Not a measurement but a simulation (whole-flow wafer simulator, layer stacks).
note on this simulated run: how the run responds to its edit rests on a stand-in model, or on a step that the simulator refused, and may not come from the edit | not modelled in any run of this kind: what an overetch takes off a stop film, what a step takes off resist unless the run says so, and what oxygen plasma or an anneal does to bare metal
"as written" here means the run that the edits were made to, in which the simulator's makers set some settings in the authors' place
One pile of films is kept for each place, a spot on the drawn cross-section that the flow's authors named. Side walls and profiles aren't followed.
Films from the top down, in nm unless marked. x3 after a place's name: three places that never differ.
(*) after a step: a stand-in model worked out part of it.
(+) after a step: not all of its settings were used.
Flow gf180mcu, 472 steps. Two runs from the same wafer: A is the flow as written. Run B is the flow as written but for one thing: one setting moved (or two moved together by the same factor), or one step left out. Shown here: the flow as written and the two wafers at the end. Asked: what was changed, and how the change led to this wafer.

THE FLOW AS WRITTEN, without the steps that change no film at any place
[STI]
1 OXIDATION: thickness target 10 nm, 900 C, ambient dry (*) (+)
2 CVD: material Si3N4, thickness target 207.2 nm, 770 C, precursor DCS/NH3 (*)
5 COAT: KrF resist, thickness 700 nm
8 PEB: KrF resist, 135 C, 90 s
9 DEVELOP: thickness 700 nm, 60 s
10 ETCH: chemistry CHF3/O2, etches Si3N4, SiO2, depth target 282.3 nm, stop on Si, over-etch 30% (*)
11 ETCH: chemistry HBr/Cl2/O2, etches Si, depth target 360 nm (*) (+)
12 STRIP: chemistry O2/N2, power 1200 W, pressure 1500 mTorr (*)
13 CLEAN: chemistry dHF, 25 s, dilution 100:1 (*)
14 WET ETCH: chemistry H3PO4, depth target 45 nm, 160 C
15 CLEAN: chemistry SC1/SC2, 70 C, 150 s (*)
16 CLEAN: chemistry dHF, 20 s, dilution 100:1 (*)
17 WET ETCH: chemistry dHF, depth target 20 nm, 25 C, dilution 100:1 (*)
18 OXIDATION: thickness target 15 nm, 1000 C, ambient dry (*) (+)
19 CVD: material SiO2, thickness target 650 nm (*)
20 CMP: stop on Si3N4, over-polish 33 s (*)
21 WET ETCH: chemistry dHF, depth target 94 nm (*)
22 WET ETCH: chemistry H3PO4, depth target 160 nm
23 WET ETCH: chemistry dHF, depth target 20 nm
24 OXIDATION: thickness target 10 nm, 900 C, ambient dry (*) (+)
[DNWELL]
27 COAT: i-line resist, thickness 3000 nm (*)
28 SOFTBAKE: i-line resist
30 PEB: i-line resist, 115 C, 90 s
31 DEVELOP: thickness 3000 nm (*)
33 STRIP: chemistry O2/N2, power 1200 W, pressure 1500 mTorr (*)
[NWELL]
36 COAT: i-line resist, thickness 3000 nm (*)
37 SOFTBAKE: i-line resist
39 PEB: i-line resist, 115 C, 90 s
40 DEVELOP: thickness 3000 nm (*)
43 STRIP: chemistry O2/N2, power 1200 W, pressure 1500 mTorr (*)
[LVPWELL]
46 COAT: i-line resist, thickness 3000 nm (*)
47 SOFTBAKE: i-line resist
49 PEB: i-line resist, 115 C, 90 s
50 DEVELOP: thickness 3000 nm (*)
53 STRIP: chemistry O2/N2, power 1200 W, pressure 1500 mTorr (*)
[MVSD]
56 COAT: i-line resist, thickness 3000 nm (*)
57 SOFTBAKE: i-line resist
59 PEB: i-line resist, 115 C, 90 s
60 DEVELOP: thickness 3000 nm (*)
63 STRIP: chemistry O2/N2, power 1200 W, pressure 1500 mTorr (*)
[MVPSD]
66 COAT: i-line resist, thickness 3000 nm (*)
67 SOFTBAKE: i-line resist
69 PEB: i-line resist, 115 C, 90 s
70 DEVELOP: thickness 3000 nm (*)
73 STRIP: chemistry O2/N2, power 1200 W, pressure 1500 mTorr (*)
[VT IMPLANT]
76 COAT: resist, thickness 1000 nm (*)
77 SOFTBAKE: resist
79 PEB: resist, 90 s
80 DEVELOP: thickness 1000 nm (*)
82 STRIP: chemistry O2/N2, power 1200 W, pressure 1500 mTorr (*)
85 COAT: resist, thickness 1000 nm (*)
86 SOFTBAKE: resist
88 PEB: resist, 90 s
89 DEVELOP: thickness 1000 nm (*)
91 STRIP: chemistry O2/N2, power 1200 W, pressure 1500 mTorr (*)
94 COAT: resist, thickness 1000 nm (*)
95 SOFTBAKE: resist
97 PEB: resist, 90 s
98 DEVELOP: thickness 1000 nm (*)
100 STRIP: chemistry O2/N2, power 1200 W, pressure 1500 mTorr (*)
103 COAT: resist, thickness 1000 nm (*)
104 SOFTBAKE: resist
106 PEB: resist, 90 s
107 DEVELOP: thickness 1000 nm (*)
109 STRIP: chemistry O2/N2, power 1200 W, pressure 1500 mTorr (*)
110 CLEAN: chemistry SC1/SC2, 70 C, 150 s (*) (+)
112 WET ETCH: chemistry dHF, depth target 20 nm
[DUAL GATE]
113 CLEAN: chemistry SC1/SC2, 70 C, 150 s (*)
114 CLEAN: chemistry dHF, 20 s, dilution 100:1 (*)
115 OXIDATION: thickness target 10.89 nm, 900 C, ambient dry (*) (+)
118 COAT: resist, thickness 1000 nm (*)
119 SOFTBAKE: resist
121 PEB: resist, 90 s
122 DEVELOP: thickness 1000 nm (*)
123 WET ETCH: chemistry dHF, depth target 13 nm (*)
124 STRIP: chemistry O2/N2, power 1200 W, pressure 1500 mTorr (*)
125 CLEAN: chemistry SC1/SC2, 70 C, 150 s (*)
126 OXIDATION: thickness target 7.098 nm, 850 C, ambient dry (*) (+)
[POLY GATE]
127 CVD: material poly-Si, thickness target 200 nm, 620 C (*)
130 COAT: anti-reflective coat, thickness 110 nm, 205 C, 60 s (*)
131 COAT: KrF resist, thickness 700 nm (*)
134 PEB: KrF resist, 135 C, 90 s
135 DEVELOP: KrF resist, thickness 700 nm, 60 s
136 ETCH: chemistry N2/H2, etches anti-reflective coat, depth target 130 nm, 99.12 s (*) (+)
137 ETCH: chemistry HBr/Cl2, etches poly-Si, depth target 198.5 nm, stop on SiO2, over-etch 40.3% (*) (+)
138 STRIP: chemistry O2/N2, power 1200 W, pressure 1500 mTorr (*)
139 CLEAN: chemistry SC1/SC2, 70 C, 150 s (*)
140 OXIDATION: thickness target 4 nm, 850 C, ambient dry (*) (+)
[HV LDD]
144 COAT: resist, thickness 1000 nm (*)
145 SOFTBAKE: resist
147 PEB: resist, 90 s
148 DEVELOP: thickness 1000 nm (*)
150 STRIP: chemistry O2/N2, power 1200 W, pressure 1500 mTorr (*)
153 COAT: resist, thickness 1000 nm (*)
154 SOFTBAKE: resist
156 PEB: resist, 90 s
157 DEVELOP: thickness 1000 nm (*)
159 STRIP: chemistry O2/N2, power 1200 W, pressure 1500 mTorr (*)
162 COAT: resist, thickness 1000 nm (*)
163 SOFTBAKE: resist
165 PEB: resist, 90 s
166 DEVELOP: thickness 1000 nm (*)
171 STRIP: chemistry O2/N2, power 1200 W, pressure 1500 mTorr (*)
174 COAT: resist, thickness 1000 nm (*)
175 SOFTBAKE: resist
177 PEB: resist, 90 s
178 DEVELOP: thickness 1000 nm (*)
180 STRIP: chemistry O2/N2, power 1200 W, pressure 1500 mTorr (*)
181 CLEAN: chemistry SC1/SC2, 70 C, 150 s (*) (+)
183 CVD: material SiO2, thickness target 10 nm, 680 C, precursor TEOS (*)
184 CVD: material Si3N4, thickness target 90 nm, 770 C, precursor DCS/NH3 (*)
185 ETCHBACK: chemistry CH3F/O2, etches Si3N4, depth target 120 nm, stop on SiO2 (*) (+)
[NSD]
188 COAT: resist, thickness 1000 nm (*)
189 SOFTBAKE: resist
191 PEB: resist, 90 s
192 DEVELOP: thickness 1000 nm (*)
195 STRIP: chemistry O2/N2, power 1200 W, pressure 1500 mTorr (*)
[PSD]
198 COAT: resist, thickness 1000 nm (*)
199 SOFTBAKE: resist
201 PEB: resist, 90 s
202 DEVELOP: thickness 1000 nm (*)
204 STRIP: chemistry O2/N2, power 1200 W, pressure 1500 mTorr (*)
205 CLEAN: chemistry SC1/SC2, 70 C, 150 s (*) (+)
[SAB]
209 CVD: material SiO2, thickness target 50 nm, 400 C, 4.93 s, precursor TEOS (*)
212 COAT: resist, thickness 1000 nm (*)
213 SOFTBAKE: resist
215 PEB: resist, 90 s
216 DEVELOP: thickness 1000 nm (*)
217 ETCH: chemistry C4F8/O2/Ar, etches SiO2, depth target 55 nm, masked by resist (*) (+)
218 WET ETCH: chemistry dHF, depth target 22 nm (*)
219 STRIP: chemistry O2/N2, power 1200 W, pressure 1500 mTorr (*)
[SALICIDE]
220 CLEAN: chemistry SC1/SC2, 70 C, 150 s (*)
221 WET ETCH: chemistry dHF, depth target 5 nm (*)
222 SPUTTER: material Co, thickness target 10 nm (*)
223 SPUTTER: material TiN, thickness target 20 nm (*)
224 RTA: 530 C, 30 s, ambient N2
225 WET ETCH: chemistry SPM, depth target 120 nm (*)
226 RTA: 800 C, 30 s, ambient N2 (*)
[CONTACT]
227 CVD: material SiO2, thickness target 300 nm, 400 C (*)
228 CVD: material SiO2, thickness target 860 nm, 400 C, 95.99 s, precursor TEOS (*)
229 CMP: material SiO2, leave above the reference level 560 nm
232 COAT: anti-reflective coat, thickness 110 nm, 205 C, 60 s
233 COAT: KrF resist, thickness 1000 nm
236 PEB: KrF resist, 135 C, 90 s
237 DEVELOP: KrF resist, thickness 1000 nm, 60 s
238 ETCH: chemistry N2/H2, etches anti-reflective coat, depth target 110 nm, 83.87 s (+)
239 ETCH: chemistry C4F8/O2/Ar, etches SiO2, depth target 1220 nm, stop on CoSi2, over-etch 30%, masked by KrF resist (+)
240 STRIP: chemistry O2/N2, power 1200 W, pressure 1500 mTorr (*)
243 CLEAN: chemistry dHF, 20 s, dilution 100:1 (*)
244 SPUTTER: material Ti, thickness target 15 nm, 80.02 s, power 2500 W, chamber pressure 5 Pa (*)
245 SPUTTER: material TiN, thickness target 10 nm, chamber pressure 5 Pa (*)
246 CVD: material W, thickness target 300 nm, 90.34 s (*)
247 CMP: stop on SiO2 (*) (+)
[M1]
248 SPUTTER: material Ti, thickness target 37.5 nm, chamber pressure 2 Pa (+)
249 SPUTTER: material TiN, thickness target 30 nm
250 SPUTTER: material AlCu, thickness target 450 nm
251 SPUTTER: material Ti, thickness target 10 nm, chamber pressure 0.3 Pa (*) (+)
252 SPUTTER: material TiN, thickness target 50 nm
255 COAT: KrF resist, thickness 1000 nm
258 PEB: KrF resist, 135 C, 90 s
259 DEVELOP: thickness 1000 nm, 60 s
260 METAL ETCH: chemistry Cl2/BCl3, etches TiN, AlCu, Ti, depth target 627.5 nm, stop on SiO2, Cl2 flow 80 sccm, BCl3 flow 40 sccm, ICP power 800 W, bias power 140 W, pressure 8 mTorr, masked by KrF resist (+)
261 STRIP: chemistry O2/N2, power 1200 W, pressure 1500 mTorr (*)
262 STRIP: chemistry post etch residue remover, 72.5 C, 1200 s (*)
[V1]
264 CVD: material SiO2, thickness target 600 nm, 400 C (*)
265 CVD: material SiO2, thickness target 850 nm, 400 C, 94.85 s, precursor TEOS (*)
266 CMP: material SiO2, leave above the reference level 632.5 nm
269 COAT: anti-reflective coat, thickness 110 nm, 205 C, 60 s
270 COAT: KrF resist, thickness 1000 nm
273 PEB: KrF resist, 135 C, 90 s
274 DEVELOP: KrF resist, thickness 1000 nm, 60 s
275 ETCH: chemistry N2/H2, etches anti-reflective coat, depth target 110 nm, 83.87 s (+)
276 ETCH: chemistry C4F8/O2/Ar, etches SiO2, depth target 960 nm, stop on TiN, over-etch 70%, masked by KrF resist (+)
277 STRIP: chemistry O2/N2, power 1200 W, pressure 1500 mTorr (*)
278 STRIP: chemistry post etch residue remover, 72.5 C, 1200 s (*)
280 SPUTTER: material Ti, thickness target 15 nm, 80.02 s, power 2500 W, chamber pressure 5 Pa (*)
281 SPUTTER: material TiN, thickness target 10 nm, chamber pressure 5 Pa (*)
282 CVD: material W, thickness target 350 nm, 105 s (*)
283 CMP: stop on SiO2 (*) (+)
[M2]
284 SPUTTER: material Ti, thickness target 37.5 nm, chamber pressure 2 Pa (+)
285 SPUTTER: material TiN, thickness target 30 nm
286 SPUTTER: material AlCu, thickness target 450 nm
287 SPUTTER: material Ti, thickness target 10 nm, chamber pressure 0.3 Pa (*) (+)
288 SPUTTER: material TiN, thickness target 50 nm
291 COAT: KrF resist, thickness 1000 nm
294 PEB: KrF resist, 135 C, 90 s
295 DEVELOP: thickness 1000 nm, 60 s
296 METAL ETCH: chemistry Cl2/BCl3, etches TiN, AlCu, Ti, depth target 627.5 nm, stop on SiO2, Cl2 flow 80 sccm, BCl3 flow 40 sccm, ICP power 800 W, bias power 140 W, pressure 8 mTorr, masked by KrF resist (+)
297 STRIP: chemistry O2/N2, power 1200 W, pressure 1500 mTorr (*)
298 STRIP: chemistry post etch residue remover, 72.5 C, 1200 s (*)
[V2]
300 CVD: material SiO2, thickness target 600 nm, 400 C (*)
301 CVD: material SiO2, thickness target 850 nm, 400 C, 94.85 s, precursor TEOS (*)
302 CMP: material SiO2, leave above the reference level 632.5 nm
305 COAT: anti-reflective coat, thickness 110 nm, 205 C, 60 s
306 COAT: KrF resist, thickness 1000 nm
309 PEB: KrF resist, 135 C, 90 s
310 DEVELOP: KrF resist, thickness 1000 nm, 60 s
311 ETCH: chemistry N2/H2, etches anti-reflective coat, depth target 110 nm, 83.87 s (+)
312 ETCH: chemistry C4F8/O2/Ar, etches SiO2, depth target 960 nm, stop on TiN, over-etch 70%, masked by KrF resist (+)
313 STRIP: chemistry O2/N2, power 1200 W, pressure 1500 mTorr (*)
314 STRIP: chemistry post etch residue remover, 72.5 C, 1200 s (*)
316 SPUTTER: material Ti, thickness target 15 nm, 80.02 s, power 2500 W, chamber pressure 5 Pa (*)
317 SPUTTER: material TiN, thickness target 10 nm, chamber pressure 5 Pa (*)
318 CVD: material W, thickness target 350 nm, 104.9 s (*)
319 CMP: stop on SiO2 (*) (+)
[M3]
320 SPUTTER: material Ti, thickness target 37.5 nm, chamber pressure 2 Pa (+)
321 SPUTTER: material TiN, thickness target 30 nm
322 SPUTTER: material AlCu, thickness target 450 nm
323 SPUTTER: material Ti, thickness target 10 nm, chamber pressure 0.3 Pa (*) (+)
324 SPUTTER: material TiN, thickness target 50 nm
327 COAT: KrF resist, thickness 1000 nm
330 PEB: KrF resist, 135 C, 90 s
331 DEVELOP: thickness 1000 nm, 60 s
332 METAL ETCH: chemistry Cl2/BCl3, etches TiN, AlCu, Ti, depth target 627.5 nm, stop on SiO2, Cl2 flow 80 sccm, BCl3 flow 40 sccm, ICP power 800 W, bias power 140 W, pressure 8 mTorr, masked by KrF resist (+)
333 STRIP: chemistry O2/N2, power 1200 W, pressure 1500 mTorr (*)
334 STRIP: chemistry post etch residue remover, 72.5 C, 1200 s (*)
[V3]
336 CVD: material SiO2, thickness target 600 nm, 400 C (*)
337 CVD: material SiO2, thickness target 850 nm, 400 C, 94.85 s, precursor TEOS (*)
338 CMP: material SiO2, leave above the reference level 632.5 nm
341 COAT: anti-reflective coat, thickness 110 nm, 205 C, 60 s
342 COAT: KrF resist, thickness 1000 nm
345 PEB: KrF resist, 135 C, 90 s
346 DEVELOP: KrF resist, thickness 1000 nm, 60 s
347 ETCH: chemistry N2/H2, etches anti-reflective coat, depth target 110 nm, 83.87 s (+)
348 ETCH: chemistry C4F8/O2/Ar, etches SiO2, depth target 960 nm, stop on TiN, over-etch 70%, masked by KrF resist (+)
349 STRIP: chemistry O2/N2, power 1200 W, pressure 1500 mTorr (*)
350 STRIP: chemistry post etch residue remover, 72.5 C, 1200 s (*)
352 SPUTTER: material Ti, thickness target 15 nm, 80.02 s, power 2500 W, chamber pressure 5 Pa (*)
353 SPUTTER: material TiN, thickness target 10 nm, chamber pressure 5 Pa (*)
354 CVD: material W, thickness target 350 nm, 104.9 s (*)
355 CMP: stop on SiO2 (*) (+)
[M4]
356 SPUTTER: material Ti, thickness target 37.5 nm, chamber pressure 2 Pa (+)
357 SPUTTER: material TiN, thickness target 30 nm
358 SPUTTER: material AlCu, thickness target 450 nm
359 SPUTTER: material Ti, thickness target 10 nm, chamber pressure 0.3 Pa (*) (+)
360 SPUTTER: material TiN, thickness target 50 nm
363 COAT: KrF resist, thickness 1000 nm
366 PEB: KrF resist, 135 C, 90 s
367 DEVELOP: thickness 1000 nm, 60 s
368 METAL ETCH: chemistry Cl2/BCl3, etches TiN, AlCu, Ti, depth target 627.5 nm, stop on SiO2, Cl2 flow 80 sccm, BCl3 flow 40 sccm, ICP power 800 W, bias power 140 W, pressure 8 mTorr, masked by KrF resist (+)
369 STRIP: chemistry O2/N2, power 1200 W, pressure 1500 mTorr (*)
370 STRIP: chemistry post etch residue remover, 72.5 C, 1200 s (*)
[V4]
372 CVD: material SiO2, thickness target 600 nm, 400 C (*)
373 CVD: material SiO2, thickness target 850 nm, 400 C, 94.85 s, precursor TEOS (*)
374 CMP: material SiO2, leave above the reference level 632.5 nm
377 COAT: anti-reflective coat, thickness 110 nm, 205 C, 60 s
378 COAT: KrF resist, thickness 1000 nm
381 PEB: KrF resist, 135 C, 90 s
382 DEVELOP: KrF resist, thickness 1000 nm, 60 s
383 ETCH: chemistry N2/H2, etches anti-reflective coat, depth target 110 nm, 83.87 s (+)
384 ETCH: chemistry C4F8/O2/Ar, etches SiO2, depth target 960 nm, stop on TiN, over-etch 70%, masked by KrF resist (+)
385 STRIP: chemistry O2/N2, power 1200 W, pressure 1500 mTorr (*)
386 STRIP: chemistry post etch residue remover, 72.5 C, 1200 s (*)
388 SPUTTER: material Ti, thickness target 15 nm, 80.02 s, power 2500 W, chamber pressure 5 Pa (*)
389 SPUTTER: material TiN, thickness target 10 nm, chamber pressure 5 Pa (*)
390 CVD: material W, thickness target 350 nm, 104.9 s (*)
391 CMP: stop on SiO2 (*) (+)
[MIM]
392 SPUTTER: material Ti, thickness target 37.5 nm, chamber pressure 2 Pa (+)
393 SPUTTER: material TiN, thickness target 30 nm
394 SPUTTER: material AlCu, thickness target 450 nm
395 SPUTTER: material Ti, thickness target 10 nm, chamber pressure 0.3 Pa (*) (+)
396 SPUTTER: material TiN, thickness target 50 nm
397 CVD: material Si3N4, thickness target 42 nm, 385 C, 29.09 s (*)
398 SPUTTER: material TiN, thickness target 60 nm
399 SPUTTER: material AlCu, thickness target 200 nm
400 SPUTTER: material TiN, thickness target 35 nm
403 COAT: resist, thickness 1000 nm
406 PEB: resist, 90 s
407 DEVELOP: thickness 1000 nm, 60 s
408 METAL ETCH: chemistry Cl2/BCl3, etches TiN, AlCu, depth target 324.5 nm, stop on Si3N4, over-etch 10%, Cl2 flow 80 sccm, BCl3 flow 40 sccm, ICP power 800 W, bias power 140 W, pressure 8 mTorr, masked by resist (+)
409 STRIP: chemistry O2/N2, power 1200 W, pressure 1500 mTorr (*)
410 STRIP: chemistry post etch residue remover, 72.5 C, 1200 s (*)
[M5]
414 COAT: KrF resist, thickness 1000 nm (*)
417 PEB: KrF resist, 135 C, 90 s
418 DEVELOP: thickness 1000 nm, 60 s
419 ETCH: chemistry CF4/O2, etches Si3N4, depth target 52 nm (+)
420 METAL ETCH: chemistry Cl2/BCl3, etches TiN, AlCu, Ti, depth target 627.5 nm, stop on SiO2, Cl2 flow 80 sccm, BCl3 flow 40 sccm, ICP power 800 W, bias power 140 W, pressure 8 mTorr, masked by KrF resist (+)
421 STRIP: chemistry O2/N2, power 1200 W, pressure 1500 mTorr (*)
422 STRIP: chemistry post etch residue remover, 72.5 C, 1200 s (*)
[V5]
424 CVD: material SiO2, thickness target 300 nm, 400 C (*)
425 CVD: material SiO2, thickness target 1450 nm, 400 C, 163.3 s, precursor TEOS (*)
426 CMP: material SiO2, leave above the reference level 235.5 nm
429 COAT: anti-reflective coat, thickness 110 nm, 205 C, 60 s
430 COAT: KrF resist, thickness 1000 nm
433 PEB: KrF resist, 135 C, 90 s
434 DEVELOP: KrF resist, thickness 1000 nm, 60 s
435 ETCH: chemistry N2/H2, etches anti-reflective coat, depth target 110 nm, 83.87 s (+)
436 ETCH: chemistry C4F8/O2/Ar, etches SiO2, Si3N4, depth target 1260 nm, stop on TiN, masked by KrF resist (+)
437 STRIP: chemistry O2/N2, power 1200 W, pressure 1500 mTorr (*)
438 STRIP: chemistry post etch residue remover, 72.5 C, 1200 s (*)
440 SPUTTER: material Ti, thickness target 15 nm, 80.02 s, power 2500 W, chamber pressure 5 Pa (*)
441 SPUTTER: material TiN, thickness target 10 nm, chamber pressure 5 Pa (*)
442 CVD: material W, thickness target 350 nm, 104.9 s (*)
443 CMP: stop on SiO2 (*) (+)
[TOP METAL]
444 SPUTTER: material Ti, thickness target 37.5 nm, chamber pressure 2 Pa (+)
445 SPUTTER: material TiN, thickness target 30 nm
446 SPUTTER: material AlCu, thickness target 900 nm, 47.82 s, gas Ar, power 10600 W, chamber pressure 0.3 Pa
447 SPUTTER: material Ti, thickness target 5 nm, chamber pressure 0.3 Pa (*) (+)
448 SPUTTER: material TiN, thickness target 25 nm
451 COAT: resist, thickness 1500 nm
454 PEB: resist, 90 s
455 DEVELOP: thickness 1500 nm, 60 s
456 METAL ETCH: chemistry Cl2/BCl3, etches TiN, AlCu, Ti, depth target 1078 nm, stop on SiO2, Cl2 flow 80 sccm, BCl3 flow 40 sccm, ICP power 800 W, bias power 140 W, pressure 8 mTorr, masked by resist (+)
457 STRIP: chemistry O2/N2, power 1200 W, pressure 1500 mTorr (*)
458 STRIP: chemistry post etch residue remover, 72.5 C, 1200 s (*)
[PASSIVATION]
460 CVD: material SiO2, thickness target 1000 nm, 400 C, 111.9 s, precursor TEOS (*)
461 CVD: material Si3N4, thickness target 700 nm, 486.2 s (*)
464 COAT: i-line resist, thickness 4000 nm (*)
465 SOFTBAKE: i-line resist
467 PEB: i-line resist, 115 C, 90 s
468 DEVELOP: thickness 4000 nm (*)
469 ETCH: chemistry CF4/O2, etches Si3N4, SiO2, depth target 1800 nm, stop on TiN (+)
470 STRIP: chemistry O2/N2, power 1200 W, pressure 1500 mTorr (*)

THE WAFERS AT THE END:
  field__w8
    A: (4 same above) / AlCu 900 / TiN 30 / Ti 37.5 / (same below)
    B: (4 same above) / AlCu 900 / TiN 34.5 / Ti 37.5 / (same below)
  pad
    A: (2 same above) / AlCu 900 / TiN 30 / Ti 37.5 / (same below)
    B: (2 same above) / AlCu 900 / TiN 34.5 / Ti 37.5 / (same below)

The cause: step 445, SPUTTER: thickness target 34.5 nm was run, where the flow has thickness target 30 nm.
It can be read off the wafer: field__w8 has TiN 34.5, and step 445 as written asks for 30 nm.

How the change led to this, step by step:
  445 SPUTTER: material TiN, thickness target 30 nm
      field, field__w1, field__w2 and 109 more: A TiN +30 (new film) | B TiN +34.5 (new film)
  456 METAL ETCH: chemistry Cl2/BCl3, etches TiN, AlCu, Ti, depth target 1078 nm, stop on SiO2, Cl2 flow 80 sccm, BCl3 flow 40 sccm, ICP power 800 W, bias power 140 W, pressure 8 mTorr, masked by resist (+)
      field, field__w1, field__w2 and 103 more: A TiN -25 (all of it), Ti -5 (all of it), AlCu -900 (all of it), TiN -30 (all of it), Ti -37.5 (all of it) | B TiN -25 (all of it), Ti -5 (all of it), AlCu -900 (all of it), TiN -34.5 (all of it), Ti -37.5 (all of it)
  465 SOFTBAKE: i-line resist
      field__w5, field__w9: A i-line resist +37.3 | B i-line resist +30.4
      field__w11, field__w13: A i-line resist +37.9 | B i-line resist +31.4
      (and at 56 more places)
